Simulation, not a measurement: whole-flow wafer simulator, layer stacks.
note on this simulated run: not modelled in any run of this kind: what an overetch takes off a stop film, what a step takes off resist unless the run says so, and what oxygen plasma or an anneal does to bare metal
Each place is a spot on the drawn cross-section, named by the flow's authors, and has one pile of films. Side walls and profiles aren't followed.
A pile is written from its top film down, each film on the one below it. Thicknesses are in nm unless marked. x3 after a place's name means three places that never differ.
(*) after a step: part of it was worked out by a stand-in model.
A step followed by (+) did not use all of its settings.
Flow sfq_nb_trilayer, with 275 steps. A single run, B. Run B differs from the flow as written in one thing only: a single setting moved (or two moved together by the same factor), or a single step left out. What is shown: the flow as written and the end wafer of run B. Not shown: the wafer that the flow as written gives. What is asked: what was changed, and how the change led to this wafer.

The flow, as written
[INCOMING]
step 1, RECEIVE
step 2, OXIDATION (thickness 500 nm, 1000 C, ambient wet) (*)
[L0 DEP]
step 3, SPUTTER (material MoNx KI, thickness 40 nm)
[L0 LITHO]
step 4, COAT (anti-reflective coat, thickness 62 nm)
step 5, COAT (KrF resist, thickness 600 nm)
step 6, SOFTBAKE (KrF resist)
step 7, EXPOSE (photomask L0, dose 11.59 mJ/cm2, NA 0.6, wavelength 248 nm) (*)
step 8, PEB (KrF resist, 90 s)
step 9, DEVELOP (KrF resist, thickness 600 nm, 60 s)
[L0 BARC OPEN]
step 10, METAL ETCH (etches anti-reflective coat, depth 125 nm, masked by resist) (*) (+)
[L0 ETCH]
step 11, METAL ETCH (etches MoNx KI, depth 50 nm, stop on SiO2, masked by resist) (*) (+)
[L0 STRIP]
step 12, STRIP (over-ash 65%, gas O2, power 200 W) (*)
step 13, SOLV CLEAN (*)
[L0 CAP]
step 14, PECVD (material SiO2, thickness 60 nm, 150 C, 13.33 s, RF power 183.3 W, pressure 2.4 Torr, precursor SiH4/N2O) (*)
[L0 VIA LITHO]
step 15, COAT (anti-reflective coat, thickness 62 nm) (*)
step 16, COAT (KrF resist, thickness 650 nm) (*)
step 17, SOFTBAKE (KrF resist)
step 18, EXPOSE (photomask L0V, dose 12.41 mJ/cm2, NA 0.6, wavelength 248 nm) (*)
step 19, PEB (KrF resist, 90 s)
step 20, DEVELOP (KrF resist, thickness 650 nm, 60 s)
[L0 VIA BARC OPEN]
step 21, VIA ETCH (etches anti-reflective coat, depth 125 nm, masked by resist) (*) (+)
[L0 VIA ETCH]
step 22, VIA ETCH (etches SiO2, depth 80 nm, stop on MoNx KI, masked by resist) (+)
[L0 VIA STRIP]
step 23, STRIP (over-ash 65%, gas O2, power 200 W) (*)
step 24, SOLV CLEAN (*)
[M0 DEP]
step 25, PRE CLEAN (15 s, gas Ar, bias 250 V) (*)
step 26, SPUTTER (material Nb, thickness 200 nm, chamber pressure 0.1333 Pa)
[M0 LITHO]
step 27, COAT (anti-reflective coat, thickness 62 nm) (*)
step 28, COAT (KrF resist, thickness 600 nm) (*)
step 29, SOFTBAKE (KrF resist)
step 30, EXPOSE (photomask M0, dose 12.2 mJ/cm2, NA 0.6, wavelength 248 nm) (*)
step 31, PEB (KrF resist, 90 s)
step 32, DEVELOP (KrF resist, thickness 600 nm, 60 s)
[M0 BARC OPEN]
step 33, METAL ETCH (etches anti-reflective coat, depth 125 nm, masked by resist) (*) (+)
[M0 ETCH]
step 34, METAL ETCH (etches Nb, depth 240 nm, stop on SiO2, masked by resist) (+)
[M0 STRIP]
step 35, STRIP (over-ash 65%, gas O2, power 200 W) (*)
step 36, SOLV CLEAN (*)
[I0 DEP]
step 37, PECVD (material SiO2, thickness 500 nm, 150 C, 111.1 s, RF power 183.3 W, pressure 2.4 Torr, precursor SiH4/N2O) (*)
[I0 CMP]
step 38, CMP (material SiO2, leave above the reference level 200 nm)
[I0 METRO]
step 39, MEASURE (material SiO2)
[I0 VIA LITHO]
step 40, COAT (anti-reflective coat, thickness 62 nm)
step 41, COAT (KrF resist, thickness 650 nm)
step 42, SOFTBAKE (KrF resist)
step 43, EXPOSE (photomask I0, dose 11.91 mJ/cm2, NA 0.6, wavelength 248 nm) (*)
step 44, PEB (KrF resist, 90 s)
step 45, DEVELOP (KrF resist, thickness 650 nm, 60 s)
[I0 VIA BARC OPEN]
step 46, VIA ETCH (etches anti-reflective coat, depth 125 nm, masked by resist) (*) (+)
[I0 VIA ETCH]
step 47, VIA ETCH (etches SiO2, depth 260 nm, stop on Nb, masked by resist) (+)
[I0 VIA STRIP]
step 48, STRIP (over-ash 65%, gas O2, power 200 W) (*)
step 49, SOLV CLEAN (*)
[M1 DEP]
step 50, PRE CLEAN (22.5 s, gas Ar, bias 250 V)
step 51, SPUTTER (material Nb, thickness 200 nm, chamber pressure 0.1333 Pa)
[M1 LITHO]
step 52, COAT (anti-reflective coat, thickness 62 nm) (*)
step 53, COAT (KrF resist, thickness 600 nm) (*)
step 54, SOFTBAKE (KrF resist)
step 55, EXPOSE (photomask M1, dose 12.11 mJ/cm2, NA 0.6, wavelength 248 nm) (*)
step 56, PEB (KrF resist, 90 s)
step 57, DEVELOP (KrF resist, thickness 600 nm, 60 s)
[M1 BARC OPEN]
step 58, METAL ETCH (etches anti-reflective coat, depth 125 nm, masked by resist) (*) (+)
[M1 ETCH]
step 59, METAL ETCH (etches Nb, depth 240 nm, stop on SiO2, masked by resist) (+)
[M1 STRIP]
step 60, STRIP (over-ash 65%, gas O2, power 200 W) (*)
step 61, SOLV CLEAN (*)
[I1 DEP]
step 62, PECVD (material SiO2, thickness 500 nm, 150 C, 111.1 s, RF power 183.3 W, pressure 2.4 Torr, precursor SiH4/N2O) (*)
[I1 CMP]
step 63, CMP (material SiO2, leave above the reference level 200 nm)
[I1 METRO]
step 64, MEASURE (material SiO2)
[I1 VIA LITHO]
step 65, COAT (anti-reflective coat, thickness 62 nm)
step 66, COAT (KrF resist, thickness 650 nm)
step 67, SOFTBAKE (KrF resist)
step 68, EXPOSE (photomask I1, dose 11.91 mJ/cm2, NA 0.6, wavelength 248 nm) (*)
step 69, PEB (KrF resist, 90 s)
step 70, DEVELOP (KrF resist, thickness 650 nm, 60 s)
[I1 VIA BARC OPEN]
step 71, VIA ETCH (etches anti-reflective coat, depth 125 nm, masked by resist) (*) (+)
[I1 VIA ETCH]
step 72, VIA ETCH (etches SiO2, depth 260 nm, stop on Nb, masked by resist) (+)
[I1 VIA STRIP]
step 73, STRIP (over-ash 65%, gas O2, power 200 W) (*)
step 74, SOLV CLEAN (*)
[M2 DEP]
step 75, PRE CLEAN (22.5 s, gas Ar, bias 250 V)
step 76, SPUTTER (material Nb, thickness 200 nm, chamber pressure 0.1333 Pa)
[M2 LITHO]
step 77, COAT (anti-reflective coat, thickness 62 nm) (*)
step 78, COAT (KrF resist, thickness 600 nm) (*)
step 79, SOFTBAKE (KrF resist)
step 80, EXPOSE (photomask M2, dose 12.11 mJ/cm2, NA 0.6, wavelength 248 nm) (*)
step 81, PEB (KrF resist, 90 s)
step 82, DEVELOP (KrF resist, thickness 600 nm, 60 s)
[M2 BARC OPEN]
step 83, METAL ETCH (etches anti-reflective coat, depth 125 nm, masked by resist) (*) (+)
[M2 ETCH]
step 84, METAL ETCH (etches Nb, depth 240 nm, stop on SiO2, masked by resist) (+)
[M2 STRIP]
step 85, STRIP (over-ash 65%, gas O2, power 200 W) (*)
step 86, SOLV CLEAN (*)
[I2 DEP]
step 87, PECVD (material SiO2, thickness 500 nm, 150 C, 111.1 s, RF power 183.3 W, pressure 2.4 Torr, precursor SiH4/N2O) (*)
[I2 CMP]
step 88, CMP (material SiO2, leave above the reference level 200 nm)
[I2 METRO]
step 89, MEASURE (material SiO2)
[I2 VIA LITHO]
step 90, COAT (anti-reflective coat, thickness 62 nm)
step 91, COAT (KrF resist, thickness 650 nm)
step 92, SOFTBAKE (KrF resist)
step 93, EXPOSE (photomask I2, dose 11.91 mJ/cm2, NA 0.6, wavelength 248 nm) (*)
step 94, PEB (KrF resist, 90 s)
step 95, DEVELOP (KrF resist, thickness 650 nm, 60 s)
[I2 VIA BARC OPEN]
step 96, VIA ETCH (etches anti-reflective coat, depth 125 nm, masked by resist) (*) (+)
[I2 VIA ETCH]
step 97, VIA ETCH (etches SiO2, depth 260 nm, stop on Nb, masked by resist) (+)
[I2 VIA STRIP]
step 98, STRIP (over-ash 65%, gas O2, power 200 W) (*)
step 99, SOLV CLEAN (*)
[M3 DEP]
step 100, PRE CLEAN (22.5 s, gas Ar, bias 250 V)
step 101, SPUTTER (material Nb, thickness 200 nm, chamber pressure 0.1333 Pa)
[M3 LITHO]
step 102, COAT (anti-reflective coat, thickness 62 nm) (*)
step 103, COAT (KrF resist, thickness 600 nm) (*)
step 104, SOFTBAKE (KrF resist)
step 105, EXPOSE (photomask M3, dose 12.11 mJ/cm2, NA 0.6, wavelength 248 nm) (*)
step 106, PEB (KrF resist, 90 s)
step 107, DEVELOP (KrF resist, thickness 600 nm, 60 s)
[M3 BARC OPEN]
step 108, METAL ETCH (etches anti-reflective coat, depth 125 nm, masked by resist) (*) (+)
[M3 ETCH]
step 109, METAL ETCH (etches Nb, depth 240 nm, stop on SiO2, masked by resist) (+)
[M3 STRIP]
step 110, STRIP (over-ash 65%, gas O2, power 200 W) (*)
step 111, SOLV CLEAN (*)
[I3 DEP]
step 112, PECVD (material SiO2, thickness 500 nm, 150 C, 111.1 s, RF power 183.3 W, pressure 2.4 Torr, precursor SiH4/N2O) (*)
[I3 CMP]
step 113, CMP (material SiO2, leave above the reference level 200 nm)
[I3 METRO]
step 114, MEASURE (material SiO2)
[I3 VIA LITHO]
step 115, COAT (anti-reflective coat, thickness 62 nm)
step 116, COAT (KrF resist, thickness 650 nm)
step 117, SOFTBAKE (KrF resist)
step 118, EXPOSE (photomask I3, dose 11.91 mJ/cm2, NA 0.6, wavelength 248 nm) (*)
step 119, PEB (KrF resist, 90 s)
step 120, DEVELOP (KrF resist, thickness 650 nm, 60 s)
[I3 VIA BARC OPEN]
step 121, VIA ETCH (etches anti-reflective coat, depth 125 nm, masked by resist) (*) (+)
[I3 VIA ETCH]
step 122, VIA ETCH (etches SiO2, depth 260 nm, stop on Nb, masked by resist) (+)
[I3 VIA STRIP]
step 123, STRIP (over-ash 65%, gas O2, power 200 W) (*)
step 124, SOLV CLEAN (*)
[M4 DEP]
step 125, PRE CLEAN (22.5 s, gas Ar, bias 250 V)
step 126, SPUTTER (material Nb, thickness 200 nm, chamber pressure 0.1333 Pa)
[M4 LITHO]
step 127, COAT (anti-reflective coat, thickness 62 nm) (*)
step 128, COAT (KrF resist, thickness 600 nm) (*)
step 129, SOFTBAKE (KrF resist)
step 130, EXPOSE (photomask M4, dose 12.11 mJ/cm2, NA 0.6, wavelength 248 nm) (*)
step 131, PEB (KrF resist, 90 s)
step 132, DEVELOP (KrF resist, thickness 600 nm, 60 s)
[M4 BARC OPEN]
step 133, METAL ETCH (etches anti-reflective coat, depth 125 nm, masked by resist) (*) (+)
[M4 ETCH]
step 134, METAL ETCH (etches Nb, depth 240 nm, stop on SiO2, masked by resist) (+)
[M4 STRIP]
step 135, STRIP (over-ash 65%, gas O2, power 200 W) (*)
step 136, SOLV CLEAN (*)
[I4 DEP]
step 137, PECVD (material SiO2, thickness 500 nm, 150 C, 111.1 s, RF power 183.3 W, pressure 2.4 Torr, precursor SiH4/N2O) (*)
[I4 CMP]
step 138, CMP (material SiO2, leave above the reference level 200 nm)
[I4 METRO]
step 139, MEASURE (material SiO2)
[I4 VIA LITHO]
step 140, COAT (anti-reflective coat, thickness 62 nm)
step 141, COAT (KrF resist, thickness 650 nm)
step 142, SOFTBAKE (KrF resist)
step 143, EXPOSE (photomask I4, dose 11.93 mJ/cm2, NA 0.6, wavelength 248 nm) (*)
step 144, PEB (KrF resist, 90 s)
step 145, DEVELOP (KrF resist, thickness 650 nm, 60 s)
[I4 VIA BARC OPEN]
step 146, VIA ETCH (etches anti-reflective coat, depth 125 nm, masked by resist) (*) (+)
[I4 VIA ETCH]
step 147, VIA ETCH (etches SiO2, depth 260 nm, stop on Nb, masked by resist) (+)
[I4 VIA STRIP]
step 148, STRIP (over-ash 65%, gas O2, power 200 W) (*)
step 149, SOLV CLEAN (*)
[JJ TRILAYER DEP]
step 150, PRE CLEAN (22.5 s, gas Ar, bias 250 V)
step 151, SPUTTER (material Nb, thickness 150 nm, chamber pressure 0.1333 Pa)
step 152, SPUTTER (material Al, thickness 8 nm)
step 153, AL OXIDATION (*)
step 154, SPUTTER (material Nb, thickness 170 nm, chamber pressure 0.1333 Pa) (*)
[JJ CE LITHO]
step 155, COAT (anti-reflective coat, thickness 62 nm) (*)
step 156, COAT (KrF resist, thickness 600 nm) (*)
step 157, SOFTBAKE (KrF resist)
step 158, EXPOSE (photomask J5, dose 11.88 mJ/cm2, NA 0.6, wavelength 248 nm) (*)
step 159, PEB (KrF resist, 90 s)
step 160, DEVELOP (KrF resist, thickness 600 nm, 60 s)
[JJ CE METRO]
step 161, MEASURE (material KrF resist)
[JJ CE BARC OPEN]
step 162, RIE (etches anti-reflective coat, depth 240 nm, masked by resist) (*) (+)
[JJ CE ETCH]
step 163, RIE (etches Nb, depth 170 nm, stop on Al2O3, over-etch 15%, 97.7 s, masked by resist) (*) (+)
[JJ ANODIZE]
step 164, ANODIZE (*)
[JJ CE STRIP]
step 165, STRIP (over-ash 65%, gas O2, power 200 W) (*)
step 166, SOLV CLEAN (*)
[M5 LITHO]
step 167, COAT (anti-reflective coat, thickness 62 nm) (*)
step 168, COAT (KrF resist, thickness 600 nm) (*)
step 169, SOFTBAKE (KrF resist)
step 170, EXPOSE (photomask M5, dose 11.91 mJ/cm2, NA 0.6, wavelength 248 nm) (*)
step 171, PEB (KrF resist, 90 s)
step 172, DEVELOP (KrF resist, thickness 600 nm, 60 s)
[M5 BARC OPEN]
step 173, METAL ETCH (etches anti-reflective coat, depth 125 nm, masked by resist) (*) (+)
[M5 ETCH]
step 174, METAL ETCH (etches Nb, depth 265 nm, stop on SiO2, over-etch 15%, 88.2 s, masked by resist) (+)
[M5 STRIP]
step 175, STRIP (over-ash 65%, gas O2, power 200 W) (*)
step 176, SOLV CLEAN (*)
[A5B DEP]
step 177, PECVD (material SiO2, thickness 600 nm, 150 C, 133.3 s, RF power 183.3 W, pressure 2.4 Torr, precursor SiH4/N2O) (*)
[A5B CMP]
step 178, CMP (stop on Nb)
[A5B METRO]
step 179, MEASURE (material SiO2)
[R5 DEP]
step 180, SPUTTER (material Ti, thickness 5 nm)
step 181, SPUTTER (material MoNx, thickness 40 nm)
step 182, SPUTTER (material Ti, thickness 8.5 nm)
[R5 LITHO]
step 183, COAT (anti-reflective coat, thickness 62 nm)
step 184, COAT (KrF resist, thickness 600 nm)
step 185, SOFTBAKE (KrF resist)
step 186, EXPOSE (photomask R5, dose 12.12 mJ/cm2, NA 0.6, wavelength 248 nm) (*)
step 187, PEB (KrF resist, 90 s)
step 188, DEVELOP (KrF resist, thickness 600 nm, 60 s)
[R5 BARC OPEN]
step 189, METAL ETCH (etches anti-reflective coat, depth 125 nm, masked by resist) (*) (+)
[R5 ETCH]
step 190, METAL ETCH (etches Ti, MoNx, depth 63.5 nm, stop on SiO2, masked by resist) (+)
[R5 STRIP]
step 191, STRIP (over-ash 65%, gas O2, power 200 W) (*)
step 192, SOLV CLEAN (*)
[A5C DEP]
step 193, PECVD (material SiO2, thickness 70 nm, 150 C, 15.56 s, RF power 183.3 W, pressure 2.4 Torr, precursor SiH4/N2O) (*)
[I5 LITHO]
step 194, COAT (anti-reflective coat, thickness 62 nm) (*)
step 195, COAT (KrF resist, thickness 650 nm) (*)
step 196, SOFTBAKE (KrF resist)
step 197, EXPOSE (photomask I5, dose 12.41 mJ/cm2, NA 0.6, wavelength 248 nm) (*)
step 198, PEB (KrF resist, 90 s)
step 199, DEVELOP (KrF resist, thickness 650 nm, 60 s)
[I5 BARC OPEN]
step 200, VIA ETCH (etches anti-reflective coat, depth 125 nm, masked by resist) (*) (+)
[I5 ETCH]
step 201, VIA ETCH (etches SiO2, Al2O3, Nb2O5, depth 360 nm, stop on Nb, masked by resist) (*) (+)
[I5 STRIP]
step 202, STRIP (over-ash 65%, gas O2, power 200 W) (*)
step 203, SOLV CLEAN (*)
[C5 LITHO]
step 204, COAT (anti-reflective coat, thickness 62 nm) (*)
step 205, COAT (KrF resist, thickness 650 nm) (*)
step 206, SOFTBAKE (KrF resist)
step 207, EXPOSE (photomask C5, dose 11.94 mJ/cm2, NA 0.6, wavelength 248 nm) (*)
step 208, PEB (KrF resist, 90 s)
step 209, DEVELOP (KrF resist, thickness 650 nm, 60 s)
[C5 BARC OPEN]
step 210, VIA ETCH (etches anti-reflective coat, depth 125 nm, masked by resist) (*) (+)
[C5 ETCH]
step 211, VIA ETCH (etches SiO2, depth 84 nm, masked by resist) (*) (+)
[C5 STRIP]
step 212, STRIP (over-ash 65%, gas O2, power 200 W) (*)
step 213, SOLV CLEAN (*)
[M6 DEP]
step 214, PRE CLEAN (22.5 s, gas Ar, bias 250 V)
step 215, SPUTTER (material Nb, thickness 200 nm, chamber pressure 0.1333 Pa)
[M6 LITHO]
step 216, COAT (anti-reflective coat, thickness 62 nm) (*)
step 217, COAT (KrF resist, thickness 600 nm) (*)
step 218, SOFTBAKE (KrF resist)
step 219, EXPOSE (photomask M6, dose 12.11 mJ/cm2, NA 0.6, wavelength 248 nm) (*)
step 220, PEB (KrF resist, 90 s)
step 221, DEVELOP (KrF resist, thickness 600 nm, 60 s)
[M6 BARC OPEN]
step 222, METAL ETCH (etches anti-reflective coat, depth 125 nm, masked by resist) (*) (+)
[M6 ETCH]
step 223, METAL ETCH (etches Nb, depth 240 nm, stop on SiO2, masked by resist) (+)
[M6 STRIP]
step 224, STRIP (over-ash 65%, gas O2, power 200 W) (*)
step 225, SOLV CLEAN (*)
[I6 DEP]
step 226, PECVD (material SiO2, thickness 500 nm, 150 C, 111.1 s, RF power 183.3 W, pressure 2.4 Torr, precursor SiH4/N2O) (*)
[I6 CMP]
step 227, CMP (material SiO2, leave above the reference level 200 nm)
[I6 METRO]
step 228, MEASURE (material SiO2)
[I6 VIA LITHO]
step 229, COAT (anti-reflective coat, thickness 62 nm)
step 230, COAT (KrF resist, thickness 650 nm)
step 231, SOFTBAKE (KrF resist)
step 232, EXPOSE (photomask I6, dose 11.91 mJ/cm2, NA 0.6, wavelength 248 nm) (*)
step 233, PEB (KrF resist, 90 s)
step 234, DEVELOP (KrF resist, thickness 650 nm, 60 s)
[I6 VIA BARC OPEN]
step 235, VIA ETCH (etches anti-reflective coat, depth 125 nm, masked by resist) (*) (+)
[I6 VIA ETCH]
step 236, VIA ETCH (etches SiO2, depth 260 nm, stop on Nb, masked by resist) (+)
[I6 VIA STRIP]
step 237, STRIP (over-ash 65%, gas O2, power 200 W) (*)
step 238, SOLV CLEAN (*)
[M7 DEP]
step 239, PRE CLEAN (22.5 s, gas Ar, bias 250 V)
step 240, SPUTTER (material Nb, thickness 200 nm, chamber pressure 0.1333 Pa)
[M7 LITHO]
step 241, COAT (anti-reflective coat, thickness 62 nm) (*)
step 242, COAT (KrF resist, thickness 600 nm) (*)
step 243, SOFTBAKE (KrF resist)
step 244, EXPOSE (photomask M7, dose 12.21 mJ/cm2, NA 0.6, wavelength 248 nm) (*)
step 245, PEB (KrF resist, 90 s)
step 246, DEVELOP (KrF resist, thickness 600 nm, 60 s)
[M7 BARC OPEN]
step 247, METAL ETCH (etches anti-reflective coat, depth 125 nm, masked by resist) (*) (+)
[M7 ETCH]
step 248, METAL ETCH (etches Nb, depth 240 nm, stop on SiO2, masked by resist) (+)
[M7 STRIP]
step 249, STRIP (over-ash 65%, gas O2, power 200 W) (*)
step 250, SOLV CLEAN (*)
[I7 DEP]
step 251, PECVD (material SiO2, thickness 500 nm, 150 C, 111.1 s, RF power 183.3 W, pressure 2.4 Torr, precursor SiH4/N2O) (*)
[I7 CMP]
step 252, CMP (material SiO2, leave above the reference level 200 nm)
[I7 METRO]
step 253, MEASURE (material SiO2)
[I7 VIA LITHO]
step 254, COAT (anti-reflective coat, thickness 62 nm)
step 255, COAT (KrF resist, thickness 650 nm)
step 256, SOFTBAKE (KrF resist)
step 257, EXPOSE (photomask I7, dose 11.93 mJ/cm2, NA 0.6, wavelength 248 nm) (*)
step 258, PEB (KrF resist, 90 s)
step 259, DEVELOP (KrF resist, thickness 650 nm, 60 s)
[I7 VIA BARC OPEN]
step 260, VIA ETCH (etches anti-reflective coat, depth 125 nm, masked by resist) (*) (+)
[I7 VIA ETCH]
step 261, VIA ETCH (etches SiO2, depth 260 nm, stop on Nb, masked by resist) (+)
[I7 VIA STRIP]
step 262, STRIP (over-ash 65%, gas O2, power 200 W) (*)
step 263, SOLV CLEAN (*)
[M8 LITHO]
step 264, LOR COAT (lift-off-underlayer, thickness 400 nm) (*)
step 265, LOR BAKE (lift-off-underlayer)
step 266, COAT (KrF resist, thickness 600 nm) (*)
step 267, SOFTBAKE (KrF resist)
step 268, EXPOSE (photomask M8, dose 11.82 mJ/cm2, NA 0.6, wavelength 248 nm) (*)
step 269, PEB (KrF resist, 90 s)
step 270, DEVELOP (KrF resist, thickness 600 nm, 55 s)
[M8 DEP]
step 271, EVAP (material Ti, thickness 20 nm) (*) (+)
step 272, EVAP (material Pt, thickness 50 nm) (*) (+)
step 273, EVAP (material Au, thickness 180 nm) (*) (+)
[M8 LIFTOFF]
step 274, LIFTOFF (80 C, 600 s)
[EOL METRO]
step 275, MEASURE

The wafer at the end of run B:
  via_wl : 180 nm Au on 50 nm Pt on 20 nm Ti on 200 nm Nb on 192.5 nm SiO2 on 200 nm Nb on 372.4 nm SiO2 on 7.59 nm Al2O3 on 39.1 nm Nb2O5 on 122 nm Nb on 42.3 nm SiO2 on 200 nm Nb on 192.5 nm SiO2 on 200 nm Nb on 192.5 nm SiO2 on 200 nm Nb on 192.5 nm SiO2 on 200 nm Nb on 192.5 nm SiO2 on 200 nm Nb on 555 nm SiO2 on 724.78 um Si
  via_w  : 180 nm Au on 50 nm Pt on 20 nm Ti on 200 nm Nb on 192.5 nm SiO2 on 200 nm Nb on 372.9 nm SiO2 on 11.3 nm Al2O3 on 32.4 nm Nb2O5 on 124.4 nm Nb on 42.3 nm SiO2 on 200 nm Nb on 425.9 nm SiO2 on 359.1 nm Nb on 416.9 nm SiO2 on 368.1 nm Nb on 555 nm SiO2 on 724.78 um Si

The reason: step 147, VIA ETCH: depth 150 nm was run, though the flow has depth 260 nm.

Step by step, how the change led to this:
  step 147, VIA ETCH (etches SiO2, depth 260 nm, stop on Nb, masked by resist) (+)
      via_wl, via_w, via_wr: -150 SiO2 (as written it would have been: -199.8 SiO2 (all of it))
      field_l, v_sur, via_sp and 100 more: -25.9 KrF resist (as written it would have been: -44.8 KrF resist)
  step 148, STRIP (over-ash 65%, gas O2, power 200 W) (*)
      field_l, v_sur, via_sp and 100 more: -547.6 KrF resist (all of it), -62 anti-reflective coat (all of it) (as written it would have been: -528.6 KrF resist (all of it), -62 anti-reflective coat (all of it))
  step 150, PRE CLEAN (22.5 s, gas Ar, bias 250 V)
      via_wl, via_w, via_wr: -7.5 SiO2 (as written it would have been: -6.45 Nb)
  step 151, SPUTTER (material Nb, thickness 150 nm, chamber pressure 0.1333 Pa)
      via_wl, via_w, via_wr: +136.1 Nb (new film) (as written it would have been: +130.4 Nb)
  step 154, SPUTTER (material Nb, thickness 170 nm, chamber pressure 0.1333 Pa) (*)
      via_wl, via_wr: +149.2 Nb (new film) (as written it would have been: +140.7 Nb (new film))
      via_w: +149.5 Nb (new film) (as written it would have been: +141 Nb (new film))
  step 155, COAT (anti-reflective coat, thickness 62 nm) (*)
      via_wl, via_wr: +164 anti-reflective coat (new film) (as written it would have been: +209.4 anti-reflective coat (new film))
      v_sur: +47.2 anti-reflective coat (new film) (as written it would have been: +45.1 anti-reflective coat (new film))
      (as well as at 2 more places)
  step 156, COAT (KrF resist, thickness 600 nm) (*)
      via_w: +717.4 KrF resist (new film) (as written it would have been: +763.8 KrF resist (new film))
  step 160, DEVELOP (KrF resist, thickness 600 nm, 60 s)
      via_w: -715.9 KrF resist (all of it) (as written it would have been: -762.1 KrF resist (all of it))
  step 162, RIE (etches anti-reflective coat, depth 240 nm, masked by resist) (*) (+)
      ce_l, c5j, ce_r, wl_jj: -164 KrF resist (as written it would have been: -209.4 KrF resist)
      via_wl, via_wr: -164 anti-reflective coat (all of it) (as written it would have been: -209.4 anti-reflective coat (all of it))
      (as well as at 3 more places)
  step 163, RIE (etches Nb, depth 170 nm, stop on Al2O3, over-etch 15%, 97.7 s, masked by resist) (*) (+)
      via_wl, via_wr: -149.2 Nb (all of it), -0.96 Al2O3 (all of it) (as written it would have been: -140.7 Nb (all of it), -0.96 Al2O3 (all of it))
      via_w: -149.5 Nb (all of it), -0.96 Al2O3 (all of it) (as written it would have been: -141 Nb (all of it), -0.96 Al2O3 (all of it))
  step 164, ANODIZE (*)
      via_w: +11.3 Al2O3 (new film), +32.4 Nb2O5 (new film), -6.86 Al (all of it), -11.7 Nb (as written it would have been: +10.8 Al2O3 (new film), +33.3 Nb2O5 (new film), -6.54 Al (all of it), -12 Nb)
  step 165, STRIP (over-ash 65%, gas O2, power 200 W) (*)
      ce_l: -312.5 KrF resist (all of it), -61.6 anti-reflective coat (all of it) (as written it would have been: -266.8 KrF resist (all of it), -61.4 anti-reflective coat (all of it))
      c5j: -312.5 KrF resist (all of it), -61.6 anti-reflective coat (all of it) (as written it would have been: -266.9 KrF resist (all of it), -61.5 anti-reflective coat (all of it))
      (as well as at 2 more places)
  step 167, COAT (anti-reflective coat, thickness 62 nm) (*)
      v_sur: +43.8 anti-reflective coat (new film) (as written it would have been: +44.9 anti-reflective coat (new film))
      via_wl: +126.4 anti-reflective coat (new film) (as written it would have been: +170.5 anti-reflective coat (new film))
      (as well as at 2 more places)
  step 168, COAT (KrF resist, thickness 600 nm) (*)
      via_w: +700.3 KrF resist (new film) (as written it would have been: +732.6 KrF resist (new film))
  step 175, STRIP (over-ash 65%, gas O2, power 200 W) (*)
      v_sur: -357.5 KrF resist (all of it), -43.8 anti-reflective coat (all of it) (as written it would have been: -349.2 KrF resist (all of it), -44.9 anti-reflective coat (all of it))
      via_wl: -427.1 KrF resist (all of it), -126.4 anti-reflective coat (all of it) (as written it would have been: -427 KrF resist (all of it), -170.5 anti-reflective coat (all of it))
      (as well as at 2 more places)
  step 178, CMP (stop on Nb)
      via_wl, via_wr: -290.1 SiO2 (as written it would have been: -235.7 SiO2)
      via_w: -289.6 SiO2 (as written it would have been: -235.2 SiO2)
With metal films that touch counted as one body, via_wl has 8 bodies (between them, from the top down: SiO2 192.5; SiO2 372.4 / Al2O3 7.59 / Nb2O5 39.1; SiO2 42.3; SiO2 192.5; SiO2 192.5; SiO2 192.5; SiO2 192.5); the flow as written gives 7 bodies (between them, from the top down: SiO2 192.5; SiO2 426.8 / Al2O3 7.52 / Nb2O5 39.2; SiO2 192.5; SiO2 192.5; SiO2 192.5; SiO2 192.5).
With metal films that touch counted as one body, via_w has 6 bodies (between them, from the top down: SiO2 192.5; SiO2 372.9 / Al2O3 11.3 / Nb2O5 32.4; SiO2 42.3; SiO2 425.9; SiO2 416.9); the flow as written gives 5 bodies (between them, from the top down: SiO2 192.5; SiO2 427.3 / Al2O3 10.8 / Nb2O5 33.3; SiO2 425.9; SiO2 416.9).
